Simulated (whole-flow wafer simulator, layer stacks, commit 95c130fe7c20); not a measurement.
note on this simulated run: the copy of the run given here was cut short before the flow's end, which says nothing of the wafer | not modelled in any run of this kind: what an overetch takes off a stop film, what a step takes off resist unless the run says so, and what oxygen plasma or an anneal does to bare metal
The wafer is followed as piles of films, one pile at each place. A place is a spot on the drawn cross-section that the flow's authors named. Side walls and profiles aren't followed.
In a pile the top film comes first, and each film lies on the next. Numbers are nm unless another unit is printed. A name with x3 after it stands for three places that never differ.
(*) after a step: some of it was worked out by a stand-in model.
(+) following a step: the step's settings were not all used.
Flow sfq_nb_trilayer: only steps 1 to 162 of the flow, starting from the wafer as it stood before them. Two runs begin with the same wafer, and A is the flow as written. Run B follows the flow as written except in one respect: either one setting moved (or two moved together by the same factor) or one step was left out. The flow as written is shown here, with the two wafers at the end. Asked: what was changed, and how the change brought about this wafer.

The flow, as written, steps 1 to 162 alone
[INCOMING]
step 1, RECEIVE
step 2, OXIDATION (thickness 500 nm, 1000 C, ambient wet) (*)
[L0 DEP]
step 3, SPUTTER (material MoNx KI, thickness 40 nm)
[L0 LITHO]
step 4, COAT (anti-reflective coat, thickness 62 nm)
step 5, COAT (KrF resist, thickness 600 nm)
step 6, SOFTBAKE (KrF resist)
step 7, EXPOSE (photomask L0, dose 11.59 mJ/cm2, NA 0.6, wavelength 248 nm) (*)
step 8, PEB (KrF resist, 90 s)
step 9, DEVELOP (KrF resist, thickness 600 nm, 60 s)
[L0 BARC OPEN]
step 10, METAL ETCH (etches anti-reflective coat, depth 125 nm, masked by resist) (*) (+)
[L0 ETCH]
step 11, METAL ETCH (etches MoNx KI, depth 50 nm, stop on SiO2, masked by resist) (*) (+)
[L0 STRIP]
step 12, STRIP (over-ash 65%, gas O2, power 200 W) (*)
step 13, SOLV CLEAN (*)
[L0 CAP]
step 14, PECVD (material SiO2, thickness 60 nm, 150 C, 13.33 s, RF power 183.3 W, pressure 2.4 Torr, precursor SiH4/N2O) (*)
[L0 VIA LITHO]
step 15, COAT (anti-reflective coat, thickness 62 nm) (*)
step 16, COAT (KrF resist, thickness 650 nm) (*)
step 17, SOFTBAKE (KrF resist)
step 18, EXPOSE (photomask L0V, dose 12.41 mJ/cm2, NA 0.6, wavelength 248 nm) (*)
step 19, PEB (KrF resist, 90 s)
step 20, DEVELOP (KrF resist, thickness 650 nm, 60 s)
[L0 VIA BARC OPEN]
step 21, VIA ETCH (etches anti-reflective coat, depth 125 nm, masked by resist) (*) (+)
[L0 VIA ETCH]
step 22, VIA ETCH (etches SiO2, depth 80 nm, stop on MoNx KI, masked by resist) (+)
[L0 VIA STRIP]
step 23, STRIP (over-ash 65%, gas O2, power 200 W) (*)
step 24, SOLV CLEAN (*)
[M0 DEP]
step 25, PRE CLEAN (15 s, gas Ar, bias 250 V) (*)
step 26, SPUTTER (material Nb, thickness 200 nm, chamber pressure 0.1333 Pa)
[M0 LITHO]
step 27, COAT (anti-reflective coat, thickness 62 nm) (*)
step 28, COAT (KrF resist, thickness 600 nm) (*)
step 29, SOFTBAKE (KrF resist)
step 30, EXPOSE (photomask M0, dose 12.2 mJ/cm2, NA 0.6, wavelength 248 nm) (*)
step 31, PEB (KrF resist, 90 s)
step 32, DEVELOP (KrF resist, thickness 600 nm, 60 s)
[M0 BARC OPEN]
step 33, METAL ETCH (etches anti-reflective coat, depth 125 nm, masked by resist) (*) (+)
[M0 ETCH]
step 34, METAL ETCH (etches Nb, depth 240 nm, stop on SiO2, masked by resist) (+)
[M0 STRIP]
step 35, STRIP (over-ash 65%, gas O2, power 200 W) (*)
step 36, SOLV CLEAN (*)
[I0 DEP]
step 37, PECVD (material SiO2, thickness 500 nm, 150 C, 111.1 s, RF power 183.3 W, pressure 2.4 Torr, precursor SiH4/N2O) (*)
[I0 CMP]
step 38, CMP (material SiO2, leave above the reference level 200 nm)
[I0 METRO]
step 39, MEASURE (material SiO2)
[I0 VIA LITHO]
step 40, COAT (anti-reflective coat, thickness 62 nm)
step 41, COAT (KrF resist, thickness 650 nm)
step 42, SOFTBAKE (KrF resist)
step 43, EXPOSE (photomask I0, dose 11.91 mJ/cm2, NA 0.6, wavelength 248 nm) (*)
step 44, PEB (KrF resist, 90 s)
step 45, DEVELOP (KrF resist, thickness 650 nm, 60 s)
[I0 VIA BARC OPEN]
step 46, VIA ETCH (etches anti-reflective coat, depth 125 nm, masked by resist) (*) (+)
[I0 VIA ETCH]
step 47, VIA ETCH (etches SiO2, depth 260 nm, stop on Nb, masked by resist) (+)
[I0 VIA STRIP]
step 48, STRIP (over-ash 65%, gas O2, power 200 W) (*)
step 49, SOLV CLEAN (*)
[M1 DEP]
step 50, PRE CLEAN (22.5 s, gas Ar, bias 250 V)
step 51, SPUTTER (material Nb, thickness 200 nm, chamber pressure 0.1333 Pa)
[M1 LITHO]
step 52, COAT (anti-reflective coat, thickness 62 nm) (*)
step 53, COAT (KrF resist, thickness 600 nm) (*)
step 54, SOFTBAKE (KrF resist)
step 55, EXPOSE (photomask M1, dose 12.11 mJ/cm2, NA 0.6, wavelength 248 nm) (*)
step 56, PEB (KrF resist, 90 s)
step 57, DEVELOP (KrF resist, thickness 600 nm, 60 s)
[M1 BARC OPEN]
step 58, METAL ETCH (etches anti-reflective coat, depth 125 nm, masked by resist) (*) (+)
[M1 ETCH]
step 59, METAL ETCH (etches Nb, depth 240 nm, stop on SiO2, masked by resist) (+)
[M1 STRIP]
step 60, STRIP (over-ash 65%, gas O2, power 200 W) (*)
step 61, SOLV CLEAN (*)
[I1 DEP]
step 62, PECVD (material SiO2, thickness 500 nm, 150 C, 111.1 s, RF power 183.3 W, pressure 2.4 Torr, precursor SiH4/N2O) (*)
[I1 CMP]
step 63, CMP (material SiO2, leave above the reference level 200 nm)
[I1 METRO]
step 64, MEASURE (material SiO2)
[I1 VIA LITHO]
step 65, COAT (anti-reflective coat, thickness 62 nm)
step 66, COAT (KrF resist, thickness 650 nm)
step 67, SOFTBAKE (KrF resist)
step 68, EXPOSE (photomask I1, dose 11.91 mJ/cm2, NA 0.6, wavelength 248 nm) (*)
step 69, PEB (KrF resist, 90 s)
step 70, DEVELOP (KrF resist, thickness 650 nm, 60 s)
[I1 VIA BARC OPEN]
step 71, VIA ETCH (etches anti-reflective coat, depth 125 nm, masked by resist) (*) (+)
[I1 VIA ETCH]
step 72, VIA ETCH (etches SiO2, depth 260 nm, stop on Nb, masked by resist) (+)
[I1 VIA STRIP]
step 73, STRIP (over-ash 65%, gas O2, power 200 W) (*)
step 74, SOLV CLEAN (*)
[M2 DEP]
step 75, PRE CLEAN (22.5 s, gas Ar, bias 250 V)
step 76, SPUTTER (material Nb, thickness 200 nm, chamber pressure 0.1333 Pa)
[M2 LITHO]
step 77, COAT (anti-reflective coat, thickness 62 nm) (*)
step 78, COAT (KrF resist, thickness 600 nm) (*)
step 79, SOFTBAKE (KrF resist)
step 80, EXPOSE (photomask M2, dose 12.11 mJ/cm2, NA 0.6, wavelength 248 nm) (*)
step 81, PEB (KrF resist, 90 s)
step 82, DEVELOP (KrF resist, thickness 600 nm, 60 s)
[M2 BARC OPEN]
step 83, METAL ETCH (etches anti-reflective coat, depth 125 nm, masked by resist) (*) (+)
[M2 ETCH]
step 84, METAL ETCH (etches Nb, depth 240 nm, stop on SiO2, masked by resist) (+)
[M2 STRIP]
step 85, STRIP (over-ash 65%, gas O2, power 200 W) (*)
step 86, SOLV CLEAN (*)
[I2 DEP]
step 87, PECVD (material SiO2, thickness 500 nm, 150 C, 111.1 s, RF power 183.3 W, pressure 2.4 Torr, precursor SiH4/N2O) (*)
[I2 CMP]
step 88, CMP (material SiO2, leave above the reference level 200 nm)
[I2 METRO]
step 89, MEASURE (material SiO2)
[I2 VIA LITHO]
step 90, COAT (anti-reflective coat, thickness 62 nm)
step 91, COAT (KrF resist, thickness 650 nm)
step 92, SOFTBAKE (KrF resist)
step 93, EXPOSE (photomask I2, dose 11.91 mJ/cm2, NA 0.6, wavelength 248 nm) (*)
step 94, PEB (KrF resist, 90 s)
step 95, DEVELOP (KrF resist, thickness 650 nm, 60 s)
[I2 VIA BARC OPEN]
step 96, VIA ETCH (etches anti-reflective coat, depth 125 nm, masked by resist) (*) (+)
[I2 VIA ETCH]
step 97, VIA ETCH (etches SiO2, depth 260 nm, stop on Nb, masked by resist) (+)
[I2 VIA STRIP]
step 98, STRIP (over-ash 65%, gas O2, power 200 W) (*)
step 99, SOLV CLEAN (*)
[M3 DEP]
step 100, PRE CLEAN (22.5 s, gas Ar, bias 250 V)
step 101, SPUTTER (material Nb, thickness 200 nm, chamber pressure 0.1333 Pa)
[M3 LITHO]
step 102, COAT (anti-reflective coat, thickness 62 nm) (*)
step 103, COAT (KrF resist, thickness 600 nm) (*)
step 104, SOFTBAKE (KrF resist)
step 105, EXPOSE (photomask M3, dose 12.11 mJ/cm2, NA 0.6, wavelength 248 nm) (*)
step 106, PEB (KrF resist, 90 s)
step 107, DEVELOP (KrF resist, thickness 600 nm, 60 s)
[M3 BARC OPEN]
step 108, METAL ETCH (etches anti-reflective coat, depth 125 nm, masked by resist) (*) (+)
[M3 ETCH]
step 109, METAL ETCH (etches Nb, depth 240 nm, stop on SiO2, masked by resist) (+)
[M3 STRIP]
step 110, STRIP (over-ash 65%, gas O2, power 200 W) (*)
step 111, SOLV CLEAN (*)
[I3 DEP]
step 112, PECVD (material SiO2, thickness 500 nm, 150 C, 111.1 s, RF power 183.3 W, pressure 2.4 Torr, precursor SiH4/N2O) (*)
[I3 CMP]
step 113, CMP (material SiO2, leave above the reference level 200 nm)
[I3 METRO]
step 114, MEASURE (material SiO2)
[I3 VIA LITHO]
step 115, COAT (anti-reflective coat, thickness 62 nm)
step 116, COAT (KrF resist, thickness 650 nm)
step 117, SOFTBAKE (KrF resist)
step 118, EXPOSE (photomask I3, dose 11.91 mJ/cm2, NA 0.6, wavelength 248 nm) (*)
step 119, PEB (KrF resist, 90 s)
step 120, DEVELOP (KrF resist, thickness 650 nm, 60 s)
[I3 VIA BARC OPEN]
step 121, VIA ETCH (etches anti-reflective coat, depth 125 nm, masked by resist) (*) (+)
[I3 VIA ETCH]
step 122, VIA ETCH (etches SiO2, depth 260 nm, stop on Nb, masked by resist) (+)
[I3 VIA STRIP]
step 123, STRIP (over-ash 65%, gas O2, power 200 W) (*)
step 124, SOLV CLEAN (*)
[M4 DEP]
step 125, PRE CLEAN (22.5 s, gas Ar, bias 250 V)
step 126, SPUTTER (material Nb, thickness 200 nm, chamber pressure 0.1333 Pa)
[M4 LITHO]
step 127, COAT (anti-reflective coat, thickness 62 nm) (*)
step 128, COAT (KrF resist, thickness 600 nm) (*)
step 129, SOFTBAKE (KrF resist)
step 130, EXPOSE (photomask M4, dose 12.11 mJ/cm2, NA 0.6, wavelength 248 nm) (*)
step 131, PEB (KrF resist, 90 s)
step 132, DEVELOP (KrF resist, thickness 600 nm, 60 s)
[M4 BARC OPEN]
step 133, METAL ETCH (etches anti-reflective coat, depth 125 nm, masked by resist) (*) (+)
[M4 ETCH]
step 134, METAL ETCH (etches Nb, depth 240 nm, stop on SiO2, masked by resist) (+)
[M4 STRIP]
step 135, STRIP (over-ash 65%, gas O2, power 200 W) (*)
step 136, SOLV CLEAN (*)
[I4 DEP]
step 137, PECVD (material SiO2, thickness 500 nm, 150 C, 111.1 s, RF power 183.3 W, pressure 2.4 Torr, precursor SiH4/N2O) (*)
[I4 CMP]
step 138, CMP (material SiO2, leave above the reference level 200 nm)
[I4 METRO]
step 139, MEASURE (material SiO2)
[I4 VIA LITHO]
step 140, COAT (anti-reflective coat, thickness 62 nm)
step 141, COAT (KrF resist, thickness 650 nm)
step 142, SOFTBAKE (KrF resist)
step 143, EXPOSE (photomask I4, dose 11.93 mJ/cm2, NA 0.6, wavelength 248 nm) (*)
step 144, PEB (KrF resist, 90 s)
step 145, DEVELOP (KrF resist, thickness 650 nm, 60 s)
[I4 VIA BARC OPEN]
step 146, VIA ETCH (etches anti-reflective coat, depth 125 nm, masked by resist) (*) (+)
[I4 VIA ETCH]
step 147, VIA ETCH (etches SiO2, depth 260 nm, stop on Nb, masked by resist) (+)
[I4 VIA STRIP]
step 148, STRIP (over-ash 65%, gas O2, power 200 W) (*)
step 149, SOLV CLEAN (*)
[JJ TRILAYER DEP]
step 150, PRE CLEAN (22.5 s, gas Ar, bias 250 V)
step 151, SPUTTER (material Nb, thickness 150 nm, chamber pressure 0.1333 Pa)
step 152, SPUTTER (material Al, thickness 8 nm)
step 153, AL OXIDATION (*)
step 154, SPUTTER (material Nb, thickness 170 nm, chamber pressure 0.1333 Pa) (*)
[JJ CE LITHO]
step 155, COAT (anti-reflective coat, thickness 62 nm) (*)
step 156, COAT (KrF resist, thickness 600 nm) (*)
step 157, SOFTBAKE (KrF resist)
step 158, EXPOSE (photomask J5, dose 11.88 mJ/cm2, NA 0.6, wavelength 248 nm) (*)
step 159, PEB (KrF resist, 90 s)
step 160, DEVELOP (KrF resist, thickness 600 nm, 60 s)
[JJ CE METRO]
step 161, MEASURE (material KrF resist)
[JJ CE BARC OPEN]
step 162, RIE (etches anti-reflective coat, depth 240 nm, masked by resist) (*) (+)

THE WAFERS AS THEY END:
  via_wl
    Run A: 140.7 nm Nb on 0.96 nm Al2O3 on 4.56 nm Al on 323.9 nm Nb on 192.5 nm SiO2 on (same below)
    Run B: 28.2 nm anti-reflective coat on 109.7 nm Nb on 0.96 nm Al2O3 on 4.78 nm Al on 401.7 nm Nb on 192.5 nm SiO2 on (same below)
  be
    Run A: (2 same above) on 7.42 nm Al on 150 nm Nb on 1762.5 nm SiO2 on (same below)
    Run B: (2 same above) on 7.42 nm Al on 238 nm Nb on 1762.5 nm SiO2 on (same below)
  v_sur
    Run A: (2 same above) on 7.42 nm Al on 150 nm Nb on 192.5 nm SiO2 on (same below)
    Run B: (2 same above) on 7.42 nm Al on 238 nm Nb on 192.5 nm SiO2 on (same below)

The reason: step 151, SPUTTER: thickness 238 nm was run, while the flow as written has thickness 150 nm.
One can read it off the wafer: be has Nb 238, and step 151 as written asks for 150 nm.

How this came from the change, step by step:
  step 151, SPUTTER (material Nb, thickness 150 nm, chamber pressure 0.1333 Pa)
      field_l, v_sur, via_sp and 100 more: A Nb gains 150 (new film) | B Nb gains 238 (new film)
      via_wl, via_w, via_wr: A Nb gains 130.4 | B Nb gains 208.1
  step 154, SPUTTER (material Nb, thickness 170 nm, chamber pressure 0.1333 Pa) (*)
      via_wl, via_wr: A Nb gains 140.7 (new film) | B Nb gains 109.7 (new film)
      via_w: A Nb gains 141 (new film) | B Nb gains 155.1 (new film)
  step 155, COAT (anti-reflective coat, thickness 62 nm) (*)
      via_wl, via_wr: A anti-reflective coat gains 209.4 (new film) | B anti-reflective coat gains 268.2 (new film)
      via_w: A anti-reflective coat gains 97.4 (new film) | B anti-reflective coat gains 103.6 (new film)
  step 156, COAT (KrF resist, thickness 600 nm) (*)
      via_wl: A KrF resist gains 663 (new film) | B KrF resist gains 647.7 (new film)
      via_wr: A KrF resist gains 663.2 (new film) | B KrF resist gains 647.9 (new film)
  step 160, DEVELOP (KrF resist, thickness 600 nm, 60 s)
      via_wl: A KrF resist loses 661.6 (all of it) | B KrF resist loses 646.3 (all of it)
      via_wr: A KrF resist loses 661.8 (all of it) | B KrF resist loses 646.5 (all of it)
  step 162, RIE (etches anti-reflective coat, depth 240 nm, masked by resist) (*) (+)
      via_wl, via_wr: A anti-reflective coat loses 209.4 (all of it) | B anti-reflective coat loses 240
      ce_l, c5j, ce_r, wl_jj: A KrF resist loses 209.4 | B KrF resist loses 240
      (and at 1 other place as well)
